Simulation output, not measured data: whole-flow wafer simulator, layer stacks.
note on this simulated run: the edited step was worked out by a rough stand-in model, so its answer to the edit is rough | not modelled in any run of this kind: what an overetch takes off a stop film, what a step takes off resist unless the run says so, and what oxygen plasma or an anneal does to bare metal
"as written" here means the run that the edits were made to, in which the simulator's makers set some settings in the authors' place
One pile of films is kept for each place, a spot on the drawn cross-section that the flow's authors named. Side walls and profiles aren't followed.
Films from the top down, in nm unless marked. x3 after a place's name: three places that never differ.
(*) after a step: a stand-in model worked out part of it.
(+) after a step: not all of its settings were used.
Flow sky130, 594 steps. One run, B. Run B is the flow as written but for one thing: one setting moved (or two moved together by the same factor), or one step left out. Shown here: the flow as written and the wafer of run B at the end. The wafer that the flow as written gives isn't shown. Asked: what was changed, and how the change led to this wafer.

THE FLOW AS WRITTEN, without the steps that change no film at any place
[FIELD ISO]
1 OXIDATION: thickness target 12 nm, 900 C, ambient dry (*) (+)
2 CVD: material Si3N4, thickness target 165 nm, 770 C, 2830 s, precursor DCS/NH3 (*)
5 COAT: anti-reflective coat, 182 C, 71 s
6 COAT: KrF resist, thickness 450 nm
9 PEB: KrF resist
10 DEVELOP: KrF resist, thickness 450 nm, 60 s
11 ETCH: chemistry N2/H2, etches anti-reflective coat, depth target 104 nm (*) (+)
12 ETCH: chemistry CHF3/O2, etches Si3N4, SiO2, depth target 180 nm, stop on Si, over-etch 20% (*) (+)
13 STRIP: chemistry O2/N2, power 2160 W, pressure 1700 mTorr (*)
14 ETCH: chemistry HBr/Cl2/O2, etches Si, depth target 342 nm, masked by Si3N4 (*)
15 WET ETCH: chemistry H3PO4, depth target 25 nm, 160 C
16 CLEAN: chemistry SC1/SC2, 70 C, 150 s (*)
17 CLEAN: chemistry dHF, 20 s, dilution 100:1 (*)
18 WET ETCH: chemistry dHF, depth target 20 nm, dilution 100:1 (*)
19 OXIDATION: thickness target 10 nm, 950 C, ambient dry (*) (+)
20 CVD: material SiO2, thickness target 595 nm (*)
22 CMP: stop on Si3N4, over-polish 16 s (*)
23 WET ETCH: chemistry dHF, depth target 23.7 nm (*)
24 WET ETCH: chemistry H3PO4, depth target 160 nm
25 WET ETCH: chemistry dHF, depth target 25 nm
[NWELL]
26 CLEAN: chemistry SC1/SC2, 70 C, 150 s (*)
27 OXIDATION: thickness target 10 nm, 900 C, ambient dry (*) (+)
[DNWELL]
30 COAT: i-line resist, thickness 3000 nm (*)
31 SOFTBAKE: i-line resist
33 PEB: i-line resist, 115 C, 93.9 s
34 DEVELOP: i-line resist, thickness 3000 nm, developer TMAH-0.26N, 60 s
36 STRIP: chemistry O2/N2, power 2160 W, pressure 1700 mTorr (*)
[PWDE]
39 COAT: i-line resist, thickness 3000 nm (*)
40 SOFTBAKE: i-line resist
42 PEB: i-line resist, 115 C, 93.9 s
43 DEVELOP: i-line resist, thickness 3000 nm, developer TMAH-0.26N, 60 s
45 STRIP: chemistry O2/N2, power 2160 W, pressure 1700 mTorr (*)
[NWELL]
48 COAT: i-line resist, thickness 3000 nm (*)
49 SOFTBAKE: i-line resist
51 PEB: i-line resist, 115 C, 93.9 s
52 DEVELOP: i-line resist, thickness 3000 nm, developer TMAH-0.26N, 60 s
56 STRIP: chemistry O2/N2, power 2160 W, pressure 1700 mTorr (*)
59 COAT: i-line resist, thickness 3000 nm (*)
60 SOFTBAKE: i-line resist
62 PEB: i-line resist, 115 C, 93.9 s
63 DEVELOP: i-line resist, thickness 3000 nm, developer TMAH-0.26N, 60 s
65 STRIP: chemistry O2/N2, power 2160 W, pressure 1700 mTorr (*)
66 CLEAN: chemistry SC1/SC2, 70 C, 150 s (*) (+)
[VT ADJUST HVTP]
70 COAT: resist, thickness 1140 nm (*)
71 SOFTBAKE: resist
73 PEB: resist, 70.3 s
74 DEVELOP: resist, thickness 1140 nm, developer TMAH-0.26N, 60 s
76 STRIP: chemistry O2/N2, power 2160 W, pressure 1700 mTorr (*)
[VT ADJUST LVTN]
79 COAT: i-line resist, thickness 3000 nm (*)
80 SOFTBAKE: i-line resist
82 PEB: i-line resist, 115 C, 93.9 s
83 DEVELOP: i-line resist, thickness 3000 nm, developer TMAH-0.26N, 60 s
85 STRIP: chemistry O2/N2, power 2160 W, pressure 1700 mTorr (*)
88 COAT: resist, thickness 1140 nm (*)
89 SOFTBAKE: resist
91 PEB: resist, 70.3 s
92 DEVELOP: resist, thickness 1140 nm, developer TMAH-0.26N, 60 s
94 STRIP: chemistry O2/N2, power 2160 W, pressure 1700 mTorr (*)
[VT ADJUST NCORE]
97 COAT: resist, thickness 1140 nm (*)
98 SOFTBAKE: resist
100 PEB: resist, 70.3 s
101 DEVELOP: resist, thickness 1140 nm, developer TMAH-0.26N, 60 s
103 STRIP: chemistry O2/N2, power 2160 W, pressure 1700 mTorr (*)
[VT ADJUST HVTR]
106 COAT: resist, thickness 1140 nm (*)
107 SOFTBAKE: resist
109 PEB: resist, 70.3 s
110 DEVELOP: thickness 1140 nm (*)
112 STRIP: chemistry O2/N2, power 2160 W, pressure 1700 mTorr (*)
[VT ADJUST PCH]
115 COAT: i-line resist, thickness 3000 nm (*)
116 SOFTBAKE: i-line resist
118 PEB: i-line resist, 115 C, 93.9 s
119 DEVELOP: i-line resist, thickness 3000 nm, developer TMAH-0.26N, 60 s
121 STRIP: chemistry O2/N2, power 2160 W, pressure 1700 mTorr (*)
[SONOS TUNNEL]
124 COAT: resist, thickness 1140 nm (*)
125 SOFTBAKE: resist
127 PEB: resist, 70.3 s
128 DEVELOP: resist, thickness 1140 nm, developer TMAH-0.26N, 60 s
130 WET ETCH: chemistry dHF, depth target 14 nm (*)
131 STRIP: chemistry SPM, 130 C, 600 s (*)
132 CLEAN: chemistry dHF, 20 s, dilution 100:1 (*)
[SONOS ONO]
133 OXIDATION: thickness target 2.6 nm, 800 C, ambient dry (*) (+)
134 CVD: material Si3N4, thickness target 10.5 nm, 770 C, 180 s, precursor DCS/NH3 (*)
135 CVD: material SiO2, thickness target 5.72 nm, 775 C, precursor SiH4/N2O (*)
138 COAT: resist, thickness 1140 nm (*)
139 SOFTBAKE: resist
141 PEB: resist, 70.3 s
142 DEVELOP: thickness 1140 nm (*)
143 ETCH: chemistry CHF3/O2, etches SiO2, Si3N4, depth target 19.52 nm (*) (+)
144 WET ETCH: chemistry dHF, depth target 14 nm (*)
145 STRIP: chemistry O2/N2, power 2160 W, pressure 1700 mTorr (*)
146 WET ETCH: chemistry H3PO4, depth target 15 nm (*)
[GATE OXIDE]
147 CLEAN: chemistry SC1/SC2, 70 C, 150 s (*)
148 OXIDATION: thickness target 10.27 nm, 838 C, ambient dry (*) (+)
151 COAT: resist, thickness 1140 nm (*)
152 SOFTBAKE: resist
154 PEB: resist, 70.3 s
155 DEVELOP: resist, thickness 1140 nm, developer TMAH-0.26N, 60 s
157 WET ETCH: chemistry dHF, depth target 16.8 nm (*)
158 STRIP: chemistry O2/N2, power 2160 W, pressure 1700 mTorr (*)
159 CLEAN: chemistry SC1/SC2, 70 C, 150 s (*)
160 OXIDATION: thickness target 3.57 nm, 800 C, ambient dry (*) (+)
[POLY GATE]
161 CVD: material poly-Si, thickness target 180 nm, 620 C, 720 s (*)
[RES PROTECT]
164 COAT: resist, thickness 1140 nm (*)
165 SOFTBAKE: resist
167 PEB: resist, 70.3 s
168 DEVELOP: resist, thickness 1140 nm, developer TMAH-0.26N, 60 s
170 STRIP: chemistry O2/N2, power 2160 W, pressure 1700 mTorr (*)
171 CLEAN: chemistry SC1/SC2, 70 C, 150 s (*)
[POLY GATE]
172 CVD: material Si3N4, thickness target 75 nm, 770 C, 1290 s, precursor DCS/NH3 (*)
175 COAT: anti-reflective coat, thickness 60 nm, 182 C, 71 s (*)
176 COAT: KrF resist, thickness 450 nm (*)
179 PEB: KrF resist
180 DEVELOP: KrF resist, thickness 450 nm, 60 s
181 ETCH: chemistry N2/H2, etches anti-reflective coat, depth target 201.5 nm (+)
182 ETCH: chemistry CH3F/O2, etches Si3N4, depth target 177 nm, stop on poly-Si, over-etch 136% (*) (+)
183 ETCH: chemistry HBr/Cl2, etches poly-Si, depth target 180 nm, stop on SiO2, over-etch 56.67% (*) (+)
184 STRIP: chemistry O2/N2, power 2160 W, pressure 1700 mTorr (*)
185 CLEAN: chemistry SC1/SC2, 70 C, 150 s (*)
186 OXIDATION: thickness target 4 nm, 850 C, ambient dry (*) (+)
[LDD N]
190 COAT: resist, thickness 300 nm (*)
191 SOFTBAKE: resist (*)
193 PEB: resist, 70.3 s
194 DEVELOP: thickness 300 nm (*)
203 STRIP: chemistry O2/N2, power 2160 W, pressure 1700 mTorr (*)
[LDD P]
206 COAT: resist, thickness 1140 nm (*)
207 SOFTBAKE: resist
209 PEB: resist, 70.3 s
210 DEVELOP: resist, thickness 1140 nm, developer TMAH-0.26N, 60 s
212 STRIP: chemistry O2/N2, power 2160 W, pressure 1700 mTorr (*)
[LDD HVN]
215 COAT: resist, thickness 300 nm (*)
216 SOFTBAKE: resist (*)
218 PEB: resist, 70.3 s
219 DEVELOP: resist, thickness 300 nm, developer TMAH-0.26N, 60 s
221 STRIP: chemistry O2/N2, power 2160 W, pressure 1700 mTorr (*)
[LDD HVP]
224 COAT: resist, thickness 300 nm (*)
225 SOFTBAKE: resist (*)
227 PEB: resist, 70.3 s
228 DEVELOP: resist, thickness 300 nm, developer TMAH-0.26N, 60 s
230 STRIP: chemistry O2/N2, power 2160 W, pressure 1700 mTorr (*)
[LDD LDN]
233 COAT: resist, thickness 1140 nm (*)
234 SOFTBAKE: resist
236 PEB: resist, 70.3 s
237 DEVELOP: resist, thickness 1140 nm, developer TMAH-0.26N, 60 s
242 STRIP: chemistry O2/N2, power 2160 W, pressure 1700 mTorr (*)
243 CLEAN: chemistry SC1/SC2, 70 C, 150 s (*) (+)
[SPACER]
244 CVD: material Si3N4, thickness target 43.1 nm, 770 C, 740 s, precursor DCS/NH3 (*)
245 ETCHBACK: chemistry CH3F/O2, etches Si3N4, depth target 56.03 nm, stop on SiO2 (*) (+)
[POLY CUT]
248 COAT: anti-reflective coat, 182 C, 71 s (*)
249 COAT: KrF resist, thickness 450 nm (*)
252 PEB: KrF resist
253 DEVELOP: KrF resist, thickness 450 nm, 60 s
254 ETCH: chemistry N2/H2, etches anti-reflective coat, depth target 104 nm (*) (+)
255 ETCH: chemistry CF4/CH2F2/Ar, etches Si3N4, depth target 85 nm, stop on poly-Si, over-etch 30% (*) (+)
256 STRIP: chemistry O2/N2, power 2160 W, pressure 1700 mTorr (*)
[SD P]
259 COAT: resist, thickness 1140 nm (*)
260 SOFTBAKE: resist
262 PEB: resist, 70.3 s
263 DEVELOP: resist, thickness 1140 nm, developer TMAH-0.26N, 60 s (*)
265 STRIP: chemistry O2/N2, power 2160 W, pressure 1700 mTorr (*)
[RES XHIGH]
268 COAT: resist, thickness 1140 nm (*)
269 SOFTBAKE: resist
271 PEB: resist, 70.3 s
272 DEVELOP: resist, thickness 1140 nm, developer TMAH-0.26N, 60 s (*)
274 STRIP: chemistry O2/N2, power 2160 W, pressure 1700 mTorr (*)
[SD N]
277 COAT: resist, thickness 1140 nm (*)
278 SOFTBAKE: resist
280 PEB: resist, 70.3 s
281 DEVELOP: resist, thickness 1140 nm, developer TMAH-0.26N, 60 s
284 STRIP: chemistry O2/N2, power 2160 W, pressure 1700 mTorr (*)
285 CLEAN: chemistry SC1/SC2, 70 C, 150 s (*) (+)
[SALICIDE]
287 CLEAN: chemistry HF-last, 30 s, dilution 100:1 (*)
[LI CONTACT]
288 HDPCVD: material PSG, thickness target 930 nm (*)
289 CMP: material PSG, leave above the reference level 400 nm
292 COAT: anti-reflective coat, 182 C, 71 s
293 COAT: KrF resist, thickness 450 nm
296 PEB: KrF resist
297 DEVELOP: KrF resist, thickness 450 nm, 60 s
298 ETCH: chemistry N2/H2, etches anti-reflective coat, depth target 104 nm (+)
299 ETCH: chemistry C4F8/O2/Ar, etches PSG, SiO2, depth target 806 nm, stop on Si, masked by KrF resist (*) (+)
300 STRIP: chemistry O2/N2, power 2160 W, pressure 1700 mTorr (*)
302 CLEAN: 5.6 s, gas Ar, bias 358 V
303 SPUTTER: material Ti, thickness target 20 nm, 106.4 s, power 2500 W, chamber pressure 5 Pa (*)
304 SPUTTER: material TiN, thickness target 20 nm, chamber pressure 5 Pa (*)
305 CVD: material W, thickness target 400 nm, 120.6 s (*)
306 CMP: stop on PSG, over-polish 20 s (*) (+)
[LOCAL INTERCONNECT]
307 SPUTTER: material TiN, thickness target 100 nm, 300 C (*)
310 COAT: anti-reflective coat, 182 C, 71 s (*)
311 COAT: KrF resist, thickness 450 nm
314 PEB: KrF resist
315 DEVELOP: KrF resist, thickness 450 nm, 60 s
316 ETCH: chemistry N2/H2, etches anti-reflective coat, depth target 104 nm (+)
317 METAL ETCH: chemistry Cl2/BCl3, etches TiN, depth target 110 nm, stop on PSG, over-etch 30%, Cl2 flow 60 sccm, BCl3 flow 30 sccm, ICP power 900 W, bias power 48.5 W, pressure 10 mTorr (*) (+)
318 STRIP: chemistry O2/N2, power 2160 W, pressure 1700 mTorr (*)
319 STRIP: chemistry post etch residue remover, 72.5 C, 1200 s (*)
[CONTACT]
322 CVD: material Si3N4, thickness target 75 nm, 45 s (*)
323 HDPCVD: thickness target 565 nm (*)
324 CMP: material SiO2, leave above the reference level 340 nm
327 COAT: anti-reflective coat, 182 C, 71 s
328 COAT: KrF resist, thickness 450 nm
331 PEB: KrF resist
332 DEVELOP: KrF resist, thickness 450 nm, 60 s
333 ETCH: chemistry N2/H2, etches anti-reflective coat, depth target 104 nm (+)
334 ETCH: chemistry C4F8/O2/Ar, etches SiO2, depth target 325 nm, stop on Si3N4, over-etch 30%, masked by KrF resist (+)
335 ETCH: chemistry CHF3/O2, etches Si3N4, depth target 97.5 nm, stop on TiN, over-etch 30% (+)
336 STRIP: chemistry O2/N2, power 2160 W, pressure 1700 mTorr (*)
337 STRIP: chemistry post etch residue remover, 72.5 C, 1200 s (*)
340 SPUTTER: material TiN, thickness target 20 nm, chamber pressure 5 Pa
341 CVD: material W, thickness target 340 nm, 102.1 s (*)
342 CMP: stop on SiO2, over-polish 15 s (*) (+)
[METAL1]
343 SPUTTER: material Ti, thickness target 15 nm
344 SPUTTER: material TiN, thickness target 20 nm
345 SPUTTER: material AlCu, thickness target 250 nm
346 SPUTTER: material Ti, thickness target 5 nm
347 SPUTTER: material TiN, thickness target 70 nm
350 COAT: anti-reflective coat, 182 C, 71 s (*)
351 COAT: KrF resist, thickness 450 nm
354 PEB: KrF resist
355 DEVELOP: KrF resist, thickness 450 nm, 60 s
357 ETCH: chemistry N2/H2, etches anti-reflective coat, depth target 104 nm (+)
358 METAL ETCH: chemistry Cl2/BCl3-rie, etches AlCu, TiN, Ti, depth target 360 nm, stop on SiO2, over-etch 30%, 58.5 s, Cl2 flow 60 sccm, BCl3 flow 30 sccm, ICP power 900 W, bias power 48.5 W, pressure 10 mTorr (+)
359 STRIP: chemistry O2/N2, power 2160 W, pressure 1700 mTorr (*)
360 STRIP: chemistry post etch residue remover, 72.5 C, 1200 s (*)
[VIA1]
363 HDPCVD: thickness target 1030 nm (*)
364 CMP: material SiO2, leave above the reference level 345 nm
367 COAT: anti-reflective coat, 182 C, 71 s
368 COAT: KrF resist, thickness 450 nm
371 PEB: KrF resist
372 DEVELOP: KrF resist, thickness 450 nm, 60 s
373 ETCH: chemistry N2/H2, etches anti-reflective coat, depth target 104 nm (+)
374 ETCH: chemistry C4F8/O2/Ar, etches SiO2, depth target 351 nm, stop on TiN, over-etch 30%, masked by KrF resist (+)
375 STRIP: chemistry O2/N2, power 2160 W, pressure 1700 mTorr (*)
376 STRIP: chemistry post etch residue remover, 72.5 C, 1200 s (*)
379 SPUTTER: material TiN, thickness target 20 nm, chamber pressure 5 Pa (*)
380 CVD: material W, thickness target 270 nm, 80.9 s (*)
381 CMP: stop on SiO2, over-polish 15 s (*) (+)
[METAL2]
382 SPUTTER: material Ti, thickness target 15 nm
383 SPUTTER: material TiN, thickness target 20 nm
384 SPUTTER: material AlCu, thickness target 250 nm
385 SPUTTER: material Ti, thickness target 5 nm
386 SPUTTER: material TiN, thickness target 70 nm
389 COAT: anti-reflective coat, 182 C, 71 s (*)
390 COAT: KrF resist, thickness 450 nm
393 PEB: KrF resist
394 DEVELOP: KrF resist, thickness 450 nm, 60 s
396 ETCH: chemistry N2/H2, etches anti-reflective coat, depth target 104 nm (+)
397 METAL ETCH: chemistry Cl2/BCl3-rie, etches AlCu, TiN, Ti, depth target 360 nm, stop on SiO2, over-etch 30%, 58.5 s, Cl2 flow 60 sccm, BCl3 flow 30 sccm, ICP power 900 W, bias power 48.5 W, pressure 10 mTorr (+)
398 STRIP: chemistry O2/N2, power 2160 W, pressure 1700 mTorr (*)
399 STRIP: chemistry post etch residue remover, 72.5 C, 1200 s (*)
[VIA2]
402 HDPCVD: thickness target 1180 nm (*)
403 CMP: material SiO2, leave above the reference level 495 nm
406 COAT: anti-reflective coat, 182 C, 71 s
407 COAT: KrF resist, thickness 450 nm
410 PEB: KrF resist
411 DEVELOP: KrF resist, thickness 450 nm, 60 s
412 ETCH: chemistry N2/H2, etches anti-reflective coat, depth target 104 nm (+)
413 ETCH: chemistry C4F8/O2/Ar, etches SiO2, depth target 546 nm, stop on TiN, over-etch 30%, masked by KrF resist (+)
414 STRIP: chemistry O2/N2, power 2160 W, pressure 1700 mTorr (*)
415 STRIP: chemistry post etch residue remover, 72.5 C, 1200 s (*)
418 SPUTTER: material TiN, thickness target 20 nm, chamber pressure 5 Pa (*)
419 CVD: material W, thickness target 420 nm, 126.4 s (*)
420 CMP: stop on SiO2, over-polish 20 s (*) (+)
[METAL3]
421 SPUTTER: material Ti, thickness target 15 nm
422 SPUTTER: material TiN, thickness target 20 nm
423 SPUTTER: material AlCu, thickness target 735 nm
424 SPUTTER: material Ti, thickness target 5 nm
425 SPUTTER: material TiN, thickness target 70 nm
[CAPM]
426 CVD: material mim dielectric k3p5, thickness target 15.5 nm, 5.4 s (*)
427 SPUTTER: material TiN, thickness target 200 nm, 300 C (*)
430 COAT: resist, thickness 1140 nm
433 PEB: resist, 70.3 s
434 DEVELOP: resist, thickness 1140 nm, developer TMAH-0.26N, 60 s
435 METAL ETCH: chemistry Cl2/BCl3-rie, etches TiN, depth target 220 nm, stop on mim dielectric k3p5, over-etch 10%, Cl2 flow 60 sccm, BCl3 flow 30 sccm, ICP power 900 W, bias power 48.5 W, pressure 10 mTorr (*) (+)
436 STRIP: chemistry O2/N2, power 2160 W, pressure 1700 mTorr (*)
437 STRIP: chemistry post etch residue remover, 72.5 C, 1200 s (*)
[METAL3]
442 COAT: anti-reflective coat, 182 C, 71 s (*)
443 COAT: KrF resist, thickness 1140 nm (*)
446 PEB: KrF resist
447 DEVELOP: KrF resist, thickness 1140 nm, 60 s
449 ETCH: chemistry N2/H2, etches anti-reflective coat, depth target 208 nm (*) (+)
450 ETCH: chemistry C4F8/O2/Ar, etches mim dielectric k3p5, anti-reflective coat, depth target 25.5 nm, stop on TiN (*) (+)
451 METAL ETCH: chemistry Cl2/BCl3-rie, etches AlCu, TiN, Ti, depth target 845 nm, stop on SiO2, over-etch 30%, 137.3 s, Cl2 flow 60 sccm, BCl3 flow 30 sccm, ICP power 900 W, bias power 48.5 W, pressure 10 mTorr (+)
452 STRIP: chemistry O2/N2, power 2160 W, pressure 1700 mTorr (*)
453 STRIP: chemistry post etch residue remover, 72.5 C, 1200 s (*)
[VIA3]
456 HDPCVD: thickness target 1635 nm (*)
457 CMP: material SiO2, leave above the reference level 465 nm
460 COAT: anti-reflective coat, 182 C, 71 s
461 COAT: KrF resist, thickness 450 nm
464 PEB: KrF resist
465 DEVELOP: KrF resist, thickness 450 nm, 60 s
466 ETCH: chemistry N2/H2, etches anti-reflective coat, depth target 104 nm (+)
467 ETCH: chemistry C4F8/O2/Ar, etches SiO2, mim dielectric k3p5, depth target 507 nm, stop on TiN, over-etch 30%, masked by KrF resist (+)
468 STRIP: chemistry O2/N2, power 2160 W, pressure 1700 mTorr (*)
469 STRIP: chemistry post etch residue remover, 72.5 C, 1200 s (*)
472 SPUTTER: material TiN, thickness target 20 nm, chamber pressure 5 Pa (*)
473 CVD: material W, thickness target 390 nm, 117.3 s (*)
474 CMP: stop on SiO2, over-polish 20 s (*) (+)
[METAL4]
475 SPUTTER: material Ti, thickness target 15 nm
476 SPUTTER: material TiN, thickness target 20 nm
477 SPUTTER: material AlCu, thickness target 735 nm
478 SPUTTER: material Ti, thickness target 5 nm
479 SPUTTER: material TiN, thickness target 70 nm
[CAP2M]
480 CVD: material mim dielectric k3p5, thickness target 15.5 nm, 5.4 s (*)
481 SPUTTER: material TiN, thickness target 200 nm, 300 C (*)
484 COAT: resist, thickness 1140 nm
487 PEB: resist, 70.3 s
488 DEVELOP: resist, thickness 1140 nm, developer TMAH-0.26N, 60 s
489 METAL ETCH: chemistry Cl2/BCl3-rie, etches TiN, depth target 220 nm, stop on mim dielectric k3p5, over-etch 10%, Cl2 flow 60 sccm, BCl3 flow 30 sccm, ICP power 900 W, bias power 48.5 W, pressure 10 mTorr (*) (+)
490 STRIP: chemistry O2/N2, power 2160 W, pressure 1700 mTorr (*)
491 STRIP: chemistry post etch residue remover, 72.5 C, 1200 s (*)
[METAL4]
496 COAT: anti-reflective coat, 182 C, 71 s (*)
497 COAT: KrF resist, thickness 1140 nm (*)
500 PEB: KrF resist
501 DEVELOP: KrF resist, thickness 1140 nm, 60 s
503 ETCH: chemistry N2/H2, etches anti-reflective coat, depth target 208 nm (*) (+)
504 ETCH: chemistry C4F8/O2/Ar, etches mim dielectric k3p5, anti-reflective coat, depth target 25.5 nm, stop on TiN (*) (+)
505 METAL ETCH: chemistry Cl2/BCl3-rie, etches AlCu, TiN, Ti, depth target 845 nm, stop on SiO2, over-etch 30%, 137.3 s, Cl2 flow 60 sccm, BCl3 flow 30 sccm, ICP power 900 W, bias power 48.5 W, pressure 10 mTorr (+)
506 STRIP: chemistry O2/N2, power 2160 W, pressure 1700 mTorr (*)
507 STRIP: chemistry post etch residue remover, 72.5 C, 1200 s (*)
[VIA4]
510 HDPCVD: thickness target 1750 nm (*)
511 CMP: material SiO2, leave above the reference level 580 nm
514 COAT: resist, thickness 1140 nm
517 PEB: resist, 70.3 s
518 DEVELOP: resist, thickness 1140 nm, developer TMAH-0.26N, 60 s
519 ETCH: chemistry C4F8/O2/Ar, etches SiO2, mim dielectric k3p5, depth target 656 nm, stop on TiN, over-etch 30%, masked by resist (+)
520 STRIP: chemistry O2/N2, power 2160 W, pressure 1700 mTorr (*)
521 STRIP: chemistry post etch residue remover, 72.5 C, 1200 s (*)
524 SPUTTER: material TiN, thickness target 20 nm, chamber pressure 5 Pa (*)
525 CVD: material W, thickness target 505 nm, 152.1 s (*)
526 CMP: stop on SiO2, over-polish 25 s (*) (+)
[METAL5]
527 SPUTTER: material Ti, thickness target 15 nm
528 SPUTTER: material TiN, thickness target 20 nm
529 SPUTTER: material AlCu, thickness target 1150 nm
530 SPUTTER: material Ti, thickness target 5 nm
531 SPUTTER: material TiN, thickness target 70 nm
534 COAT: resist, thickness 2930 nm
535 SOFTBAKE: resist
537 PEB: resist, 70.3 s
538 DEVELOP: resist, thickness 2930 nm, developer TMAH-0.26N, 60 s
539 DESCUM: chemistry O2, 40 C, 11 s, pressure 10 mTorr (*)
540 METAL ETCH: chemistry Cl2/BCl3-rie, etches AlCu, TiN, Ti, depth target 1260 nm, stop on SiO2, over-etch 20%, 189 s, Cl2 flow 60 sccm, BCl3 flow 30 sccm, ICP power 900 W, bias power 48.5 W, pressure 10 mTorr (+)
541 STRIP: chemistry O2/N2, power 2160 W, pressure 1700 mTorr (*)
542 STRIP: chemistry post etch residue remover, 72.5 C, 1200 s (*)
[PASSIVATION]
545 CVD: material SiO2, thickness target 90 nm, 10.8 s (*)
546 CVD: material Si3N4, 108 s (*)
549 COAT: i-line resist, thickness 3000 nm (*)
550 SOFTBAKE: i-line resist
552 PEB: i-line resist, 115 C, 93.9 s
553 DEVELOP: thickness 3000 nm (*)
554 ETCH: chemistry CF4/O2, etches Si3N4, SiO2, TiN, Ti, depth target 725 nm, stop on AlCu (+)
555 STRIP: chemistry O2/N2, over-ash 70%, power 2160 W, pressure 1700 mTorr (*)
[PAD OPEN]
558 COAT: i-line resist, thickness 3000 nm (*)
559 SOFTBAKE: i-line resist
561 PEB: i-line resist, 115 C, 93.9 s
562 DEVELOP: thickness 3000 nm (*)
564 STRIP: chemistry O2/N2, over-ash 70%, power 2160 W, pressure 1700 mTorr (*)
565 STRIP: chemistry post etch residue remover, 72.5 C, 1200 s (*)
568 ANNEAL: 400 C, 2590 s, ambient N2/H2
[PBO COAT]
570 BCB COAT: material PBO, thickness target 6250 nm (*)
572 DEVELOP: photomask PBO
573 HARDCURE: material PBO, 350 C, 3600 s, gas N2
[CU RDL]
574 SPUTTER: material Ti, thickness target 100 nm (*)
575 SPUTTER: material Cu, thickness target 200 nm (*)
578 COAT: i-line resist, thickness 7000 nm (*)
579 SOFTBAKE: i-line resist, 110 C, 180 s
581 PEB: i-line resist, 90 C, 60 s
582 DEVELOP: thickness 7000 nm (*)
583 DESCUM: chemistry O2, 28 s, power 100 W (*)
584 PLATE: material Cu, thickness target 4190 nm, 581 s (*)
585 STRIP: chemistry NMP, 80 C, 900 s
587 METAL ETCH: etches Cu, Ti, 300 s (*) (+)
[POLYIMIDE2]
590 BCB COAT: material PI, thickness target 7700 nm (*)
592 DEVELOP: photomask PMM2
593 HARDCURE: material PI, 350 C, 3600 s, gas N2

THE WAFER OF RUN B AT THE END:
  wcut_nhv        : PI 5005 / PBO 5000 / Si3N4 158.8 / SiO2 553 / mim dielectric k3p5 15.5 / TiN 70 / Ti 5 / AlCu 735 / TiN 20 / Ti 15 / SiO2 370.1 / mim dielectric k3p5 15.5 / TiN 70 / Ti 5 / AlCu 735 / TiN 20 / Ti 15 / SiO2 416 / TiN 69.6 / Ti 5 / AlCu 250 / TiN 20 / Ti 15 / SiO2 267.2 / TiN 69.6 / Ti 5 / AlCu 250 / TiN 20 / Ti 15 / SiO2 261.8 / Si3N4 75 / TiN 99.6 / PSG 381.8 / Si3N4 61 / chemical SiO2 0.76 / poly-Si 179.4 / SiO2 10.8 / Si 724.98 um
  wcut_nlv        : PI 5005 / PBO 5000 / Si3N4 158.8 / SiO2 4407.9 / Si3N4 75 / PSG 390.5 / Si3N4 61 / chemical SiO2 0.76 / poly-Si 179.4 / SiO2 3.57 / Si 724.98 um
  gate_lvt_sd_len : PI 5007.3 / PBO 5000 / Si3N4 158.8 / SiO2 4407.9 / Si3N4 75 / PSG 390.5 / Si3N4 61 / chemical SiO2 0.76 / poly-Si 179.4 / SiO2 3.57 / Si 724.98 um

The cause: step 545, CVD: thickness target 67.5 nm was run, where the flow has thickness target 90 nm; step 545, CVD: 8.1 s was run, where the flow has 10.8 s.

How the change led to this, step by step:
  545 CVD: material SiO2, thickness target 90 nm, 10.8 s (*)
      field, active, gate and 175 more: SiO2 +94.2 (as written it would be: SiO2 +125.2)
      n_well, p_well, sd_n and 12 more: SiO2 +94.2 (new film) (as written it would be: SiO2 +125.2 (new film))
  550 SOFTBAKE: i-line resist
      active: i-line resist +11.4 (as written it would be: i-line resist +12)
      spacer: i-line resist -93 (as written it would be: i-line resist -97.5)
      (and at 48 more places)
  554 ETCH: chemistry CF4/O2, etches Si3N4, SiO2, TiN, Ti, depth target 725 nm, stop on AlCu (+)
      field, active, n_well and 189 more: i-line resist -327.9 (as written it would be: i-line resist -358.9)
      pad: Si3N4 -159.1 (all of it), SiO2 -94.2 (all of it), TiN -69.6 (all of it), Ti -5 (all of it) (as written it would be: Si3N4 -159.1 (all of it), SiO2 -125.2 (all of it), TiN -69.6 (all of it), Ti -5 (all of it))
  555 STRIP: chemistry O2/N2, over-ash 70%, power 2160 W, pressure 1700 mTorr (*)
      n_well, p_well, sd_n, sd_p: i-line resist -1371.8 (all of it) (as written it would be: i-line resist -1340.8 (all of it))
      m1: i-line resist -1394 (all of it) (as written it would be: i-line resist -1364.1 (all of it))
      (and at 6 more places)
  559 SOFTBAKE: i-line resist
      field: i-line resist +11.9 (as written it would be: i-line resist +12.5)
      active: i-line resist +11.4 (as written it would be: i-line resist +12)
      (and at 54 more places)
  578 COAT: i-line resist, thickness 7000 nm (*)
      pad: i-line resist +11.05 um (new film) (as written it would be: i-line resist +11.08 um (new film))
  579 SOFTBAKE: i-line resist, 110 C, 180 s
      ndiff_licon_rim, ndiff_licon: i-line resist -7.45 (as written it would be: i-line resist -8.01)
      drift_dnw: i-line resist -6.89 (as written it would be: i-line resist -7.41)
      (and at 4 more places)
  582 DEVELOP: thickness 7000 nm (*)
      pad: i-line resist -11.05 um (all of it) (as written it would be: i-line resist -11.08 um (all of it))
